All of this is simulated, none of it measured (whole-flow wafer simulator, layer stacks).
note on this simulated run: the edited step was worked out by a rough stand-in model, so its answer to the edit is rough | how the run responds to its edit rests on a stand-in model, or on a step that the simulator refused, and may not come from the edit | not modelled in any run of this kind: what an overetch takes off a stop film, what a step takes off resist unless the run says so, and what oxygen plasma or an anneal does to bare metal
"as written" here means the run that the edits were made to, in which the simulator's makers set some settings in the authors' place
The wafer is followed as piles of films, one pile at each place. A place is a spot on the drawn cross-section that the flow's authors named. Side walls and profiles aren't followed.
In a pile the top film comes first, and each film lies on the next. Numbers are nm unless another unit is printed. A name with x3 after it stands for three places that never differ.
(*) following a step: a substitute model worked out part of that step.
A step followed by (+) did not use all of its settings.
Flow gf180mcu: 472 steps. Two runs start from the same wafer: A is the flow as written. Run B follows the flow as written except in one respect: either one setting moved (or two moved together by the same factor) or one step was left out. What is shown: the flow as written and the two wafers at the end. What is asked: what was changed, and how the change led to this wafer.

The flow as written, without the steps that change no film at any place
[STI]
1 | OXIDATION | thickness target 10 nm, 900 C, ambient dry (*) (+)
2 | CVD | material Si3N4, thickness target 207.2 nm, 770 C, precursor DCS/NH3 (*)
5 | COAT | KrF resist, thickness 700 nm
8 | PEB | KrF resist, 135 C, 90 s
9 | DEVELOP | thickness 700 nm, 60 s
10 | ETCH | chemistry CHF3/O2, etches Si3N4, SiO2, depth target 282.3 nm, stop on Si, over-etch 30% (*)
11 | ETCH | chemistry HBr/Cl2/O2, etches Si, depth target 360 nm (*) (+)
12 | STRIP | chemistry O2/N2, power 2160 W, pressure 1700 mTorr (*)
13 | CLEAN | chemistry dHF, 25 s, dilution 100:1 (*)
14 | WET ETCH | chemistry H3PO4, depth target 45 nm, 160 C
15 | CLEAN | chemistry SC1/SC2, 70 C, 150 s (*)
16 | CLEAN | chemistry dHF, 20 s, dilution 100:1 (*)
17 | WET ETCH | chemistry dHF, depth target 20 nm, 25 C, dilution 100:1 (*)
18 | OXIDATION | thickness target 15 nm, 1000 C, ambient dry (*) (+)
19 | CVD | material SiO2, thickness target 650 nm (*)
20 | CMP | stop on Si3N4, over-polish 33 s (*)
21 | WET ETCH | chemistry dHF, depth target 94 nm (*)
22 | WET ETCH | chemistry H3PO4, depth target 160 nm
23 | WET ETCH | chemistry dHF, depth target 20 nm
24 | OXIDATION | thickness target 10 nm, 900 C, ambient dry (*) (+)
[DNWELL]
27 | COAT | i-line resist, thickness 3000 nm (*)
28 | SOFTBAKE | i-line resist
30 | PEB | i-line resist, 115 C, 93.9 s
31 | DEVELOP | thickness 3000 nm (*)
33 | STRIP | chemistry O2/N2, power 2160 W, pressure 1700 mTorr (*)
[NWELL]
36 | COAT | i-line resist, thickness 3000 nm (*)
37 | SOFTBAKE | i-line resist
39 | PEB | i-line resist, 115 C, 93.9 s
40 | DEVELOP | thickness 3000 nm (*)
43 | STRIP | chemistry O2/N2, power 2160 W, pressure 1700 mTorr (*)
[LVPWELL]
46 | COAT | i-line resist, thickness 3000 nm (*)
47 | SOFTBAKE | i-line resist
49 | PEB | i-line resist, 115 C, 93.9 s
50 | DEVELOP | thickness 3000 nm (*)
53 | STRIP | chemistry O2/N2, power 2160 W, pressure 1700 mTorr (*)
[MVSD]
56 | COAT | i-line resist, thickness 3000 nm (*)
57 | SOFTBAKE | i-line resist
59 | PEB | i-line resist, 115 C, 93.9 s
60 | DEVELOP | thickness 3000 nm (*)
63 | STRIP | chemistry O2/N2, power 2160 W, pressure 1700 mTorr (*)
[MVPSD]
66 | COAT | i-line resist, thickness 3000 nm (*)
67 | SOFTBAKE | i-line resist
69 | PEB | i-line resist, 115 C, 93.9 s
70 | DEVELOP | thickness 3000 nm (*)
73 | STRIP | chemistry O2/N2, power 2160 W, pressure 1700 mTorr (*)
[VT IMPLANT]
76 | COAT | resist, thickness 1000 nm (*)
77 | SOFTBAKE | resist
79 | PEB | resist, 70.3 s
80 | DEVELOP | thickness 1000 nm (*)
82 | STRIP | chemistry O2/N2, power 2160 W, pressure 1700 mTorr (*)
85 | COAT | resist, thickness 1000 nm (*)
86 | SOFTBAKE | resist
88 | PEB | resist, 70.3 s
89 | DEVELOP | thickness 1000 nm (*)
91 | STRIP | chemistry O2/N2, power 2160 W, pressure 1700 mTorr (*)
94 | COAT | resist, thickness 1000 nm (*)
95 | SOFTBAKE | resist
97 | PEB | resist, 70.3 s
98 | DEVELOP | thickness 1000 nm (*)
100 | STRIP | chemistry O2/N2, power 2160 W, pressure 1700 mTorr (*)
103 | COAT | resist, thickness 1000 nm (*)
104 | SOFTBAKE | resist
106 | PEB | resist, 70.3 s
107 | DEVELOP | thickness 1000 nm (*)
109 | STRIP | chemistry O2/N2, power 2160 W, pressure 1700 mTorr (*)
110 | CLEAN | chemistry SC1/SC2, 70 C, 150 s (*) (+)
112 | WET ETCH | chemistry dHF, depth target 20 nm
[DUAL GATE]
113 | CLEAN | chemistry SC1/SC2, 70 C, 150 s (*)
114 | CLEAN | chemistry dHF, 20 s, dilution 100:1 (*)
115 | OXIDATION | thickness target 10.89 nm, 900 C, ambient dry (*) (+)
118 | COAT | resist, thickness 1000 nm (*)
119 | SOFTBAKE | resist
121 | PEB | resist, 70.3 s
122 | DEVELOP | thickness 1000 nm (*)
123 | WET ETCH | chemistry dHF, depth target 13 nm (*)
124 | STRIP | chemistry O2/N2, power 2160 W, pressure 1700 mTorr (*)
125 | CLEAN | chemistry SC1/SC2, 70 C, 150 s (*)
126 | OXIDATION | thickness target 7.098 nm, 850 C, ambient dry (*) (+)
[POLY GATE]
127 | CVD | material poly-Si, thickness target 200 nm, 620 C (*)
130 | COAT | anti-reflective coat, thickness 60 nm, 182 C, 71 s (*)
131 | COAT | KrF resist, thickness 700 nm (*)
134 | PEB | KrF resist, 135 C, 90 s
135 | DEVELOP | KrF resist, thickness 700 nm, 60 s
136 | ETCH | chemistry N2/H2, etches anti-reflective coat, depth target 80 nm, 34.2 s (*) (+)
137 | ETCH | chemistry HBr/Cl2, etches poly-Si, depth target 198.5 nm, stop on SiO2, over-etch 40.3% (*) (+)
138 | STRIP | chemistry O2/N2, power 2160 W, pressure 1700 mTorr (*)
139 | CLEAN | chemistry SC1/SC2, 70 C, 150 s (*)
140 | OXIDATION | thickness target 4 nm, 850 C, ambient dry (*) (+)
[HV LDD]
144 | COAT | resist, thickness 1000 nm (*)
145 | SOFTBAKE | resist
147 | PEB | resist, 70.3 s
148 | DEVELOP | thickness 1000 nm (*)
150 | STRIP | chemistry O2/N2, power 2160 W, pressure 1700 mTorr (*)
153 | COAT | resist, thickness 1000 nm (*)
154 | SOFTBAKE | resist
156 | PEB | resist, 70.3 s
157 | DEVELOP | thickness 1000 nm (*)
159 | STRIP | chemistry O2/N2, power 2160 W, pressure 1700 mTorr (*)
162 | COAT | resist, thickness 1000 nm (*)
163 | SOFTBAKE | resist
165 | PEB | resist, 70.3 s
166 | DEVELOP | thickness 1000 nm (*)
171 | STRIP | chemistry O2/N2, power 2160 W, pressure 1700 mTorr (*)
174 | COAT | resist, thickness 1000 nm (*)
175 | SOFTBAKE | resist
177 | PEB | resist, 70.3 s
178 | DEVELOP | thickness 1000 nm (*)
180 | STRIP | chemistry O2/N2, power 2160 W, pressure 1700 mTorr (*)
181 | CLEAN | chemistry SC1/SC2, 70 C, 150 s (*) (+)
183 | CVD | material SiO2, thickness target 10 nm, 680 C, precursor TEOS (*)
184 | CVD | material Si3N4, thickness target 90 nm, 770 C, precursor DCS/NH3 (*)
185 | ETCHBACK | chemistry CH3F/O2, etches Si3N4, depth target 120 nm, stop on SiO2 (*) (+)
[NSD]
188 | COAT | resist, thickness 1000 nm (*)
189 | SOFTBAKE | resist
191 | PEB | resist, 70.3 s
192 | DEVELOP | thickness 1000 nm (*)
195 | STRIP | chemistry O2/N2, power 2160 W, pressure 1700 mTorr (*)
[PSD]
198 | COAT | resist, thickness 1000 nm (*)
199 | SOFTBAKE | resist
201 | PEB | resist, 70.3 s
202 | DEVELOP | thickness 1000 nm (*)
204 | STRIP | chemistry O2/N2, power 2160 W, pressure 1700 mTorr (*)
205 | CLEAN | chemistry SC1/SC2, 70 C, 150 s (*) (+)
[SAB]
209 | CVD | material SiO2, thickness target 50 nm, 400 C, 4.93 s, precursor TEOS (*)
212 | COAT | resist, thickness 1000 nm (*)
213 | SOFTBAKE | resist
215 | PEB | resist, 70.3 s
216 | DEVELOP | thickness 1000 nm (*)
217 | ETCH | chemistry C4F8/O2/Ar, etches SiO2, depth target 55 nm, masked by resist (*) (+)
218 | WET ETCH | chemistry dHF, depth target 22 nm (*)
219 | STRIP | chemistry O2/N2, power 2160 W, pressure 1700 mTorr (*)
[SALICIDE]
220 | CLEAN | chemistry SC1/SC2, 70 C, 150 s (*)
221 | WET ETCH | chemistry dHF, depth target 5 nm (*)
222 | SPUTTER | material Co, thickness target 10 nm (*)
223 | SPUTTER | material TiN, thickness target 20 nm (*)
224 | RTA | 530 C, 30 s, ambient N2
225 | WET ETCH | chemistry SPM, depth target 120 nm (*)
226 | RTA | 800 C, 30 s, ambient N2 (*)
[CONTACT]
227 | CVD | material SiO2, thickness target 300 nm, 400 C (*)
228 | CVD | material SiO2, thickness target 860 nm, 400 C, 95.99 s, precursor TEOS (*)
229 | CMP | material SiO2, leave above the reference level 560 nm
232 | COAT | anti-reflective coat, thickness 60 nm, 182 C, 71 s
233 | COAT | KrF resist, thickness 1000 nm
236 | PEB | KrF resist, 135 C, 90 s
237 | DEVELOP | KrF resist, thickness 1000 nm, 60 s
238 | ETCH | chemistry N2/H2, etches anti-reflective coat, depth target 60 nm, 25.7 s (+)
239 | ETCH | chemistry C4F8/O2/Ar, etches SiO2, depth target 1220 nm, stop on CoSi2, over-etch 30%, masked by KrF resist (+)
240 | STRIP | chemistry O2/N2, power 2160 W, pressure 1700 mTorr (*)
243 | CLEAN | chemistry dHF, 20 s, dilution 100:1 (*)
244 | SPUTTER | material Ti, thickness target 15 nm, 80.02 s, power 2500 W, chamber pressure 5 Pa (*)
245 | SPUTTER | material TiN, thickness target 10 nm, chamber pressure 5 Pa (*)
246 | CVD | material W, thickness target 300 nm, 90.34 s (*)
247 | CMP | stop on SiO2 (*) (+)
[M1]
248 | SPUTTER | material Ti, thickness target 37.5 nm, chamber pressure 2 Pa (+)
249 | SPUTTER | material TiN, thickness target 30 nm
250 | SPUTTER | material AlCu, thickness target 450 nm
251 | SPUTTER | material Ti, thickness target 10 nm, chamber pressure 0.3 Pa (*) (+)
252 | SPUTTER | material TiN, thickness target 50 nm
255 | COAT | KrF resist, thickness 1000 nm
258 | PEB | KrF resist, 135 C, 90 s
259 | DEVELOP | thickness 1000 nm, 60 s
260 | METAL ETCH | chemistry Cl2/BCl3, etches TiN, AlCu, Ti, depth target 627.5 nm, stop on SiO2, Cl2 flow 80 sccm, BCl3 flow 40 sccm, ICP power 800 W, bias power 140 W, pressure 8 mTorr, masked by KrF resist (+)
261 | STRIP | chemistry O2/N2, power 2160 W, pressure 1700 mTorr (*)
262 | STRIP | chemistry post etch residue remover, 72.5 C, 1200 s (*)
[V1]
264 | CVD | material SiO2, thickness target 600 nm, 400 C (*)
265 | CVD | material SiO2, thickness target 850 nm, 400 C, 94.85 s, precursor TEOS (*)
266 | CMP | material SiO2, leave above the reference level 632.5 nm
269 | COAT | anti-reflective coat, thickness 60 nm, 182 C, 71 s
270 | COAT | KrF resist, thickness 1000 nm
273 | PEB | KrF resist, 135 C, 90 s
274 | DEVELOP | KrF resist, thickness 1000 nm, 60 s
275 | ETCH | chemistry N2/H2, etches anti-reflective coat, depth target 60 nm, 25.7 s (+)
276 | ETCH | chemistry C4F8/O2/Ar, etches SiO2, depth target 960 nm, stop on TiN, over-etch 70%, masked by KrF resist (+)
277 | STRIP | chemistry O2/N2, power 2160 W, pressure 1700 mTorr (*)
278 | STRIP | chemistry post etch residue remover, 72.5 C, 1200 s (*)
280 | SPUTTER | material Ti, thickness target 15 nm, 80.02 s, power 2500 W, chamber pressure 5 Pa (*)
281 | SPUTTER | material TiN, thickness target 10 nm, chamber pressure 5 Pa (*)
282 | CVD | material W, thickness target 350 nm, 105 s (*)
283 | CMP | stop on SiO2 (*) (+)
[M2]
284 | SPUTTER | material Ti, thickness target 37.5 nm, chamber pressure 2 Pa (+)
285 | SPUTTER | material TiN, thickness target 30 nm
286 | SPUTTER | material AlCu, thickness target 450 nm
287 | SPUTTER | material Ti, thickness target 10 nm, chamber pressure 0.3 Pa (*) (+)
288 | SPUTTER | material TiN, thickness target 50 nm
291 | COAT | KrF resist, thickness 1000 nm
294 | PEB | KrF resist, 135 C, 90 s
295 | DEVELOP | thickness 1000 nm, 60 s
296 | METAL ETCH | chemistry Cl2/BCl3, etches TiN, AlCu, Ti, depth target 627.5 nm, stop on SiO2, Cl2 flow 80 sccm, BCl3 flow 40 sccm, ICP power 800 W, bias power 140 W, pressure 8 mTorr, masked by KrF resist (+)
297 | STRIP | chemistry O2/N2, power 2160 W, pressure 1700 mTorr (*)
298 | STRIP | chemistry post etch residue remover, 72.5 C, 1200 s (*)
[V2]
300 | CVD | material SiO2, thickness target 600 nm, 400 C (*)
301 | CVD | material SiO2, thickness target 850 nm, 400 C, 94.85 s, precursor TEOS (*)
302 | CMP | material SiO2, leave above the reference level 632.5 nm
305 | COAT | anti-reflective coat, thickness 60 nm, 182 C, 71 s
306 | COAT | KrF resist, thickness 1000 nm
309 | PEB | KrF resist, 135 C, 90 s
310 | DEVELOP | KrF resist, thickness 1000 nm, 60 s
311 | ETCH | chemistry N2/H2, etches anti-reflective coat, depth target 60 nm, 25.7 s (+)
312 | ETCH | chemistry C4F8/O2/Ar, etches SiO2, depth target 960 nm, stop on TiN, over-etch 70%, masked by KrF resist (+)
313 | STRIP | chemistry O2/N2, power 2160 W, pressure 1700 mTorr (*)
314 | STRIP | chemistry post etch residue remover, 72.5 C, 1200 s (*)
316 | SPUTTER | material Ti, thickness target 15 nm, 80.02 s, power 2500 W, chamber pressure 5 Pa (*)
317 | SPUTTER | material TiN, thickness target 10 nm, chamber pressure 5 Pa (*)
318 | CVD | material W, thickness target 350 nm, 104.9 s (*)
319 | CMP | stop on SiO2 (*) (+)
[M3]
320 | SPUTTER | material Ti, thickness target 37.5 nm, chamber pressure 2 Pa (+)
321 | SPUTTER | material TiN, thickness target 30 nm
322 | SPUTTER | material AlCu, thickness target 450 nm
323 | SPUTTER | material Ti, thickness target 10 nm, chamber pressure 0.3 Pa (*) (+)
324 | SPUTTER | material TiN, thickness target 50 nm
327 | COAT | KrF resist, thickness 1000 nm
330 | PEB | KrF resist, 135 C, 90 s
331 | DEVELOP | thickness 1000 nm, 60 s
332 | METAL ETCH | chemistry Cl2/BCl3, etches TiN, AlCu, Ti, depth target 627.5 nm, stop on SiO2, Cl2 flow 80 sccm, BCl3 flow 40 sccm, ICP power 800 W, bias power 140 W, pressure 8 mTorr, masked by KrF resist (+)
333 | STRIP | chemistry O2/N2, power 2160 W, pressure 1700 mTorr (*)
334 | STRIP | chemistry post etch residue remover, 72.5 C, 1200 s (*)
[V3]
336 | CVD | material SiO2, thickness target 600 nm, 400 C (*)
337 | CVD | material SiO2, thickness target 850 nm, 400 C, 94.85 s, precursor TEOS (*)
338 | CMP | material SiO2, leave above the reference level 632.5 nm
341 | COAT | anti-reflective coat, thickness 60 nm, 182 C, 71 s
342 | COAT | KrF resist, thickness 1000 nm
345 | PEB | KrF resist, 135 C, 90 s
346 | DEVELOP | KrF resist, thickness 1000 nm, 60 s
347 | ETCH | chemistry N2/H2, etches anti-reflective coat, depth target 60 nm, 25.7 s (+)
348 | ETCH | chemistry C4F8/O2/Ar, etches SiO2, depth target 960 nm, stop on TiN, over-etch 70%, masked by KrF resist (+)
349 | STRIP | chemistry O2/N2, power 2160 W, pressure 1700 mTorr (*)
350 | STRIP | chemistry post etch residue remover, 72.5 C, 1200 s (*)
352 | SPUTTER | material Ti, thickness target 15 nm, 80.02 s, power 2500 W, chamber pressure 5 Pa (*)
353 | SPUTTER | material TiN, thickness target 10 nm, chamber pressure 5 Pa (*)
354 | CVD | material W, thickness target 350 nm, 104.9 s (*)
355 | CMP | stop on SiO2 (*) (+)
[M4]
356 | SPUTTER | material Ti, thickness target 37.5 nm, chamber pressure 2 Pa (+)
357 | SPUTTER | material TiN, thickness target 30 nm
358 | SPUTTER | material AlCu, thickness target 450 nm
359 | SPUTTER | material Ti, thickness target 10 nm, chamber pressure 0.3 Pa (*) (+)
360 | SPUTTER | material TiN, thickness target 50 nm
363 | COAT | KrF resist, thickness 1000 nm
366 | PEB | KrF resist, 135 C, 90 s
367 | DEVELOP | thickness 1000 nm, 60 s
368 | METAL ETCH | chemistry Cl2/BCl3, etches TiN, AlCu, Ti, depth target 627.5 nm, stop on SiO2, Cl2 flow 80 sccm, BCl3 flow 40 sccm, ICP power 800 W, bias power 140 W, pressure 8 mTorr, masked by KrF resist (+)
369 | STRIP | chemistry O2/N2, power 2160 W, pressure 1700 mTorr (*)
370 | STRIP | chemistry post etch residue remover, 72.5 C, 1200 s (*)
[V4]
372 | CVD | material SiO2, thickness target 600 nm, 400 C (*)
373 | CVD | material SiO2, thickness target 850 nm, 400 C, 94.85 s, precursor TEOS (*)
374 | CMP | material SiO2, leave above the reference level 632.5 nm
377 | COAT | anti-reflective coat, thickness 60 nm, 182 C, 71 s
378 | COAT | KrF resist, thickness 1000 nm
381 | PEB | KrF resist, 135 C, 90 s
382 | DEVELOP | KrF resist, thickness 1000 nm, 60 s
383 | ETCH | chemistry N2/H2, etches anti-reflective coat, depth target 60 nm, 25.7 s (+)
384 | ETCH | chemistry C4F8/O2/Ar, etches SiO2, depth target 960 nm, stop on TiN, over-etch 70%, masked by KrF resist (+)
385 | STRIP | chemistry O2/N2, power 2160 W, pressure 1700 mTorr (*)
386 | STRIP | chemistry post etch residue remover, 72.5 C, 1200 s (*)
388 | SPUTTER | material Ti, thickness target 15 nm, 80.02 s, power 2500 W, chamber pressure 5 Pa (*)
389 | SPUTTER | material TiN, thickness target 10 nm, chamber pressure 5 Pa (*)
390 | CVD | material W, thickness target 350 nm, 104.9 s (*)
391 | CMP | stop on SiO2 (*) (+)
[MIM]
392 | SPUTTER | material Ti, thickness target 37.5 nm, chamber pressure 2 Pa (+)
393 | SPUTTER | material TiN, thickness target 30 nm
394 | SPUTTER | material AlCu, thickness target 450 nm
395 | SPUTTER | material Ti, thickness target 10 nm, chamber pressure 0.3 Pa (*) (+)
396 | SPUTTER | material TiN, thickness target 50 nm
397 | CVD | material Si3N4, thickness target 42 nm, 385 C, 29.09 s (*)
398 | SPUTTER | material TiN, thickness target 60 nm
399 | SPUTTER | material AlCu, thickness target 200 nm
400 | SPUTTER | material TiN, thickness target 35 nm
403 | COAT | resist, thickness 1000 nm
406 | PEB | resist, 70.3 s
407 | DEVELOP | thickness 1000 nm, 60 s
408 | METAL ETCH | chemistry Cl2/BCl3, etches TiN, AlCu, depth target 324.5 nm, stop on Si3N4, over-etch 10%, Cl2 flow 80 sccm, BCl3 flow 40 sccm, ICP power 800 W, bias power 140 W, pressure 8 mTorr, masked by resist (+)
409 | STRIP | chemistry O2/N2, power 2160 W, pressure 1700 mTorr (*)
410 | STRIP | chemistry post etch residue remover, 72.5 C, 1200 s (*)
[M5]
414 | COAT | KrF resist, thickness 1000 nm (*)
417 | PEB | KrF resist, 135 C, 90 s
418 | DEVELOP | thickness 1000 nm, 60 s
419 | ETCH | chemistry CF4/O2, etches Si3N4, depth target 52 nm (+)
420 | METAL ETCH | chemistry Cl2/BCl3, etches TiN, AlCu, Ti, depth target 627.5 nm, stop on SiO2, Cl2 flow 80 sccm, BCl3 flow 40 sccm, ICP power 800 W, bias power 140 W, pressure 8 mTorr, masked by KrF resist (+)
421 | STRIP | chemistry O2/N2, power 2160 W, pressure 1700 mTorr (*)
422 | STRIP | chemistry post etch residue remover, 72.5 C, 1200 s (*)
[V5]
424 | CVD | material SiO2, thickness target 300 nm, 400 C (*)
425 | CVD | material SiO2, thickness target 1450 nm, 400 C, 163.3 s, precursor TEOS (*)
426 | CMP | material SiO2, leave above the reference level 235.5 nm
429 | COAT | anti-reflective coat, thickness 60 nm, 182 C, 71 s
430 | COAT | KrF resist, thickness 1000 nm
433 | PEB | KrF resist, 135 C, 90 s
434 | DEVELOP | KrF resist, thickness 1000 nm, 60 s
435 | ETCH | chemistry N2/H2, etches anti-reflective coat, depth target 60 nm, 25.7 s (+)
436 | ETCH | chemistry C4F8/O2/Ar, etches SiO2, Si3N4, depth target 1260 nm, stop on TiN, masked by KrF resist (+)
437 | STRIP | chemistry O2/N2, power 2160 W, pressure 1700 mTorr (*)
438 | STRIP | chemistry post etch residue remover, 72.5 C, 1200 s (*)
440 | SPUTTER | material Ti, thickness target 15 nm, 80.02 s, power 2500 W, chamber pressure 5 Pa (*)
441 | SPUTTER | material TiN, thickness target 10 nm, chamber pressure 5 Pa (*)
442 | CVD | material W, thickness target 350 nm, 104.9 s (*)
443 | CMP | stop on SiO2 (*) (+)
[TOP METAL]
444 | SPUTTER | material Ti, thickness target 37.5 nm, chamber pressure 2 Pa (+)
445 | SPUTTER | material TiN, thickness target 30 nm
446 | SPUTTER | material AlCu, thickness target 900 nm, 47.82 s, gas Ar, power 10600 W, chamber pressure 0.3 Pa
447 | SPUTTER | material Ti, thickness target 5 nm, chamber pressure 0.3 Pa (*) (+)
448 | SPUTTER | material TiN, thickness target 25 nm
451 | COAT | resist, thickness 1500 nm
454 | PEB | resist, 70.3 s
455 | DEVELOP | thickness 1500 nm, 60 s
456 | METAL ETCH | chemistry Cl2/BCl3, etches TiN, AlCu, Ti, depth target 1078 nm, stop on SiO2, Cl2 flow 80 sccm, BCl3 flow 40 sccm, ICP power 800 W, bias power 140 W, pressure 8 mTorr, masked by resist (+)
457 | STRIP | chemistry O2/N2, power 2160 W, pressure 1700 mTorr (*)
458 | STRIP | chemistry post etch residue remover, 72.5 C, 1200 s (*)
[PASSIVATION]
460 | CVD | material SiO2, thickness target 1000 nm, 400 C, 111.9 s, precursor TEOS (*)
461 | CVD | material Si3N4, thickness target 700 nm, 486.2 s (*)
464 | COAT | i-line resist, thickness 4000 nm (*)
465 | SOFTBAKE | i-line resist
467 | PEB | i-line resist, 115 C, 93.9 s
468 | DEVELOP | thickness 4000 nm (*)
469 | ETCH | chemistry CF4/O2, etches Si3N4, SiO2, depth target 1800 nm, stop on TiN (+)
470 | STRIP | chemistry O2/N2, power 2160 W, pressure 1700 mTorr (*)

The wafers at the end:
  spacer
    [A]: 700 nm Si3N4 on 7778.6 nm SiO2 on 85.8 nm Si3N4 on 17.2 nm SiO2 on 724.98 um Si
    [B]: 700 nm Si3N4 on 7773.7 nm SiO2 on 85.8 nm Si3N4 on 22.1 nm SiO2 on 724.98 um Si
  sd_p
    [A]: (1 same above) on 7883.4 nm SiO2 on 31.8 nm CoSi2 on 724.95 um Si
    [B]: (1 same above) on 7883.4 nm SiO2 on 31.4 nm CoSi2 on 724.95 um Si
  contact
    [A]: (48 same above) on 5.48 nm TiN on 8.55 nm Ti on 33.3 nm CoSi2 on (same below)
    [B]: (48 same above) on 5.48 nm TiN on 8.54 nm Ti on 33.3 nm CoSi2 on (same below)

Cause: step 183, CVD: thickness target 14.9 nm was run, while the flow as written has thickness target 10 nm.

Step by step, how the change led to this:
  183 | CVD | material SiO2, thickness target 10 nm, 680 C, precursor TEOS (*)
      field, field__w1, field__w2 and 99 more: A +10 SiO2 | B +14.9 SiO2
      ld_drift_p: A +9.87 SiO2 | B +14.7 SiO2
      (as well as at 1 more place)
  189 | SOFTBAKE | resist
      field__w9: A +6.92 resist | B -3.09 resist
      field_sub__w1: A +7.47 resist | B +9.76 resist
  199 | SOFTBAKE | resist
      field__w9: A +6.92 resist | B -3.09 resist
      field_sub__w1: A +7.47 resist | B +9.76 resist
  218 | WET ETCH | chemistry dHF, depth target 22 nm (*)
      gate, gate_hv, gate_p and 23 more: A -5.48 SiO2 (all of it) | B -10.4 SiO2 (all of it)
      field, sti, mim_1p0 and 13 more: A -24.5 SiO2 | B -25.2 SiO2
      (as well as at 56 more places)
  229 | CMP | material SiO2, leave above the reference level 560 nm
      field__w3: A -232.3 SiO2 | B -237.4 SiO2
      field__w12: A -232.1 SiO2 | B -237.3 SiO2
      (as well as at 1 more place)
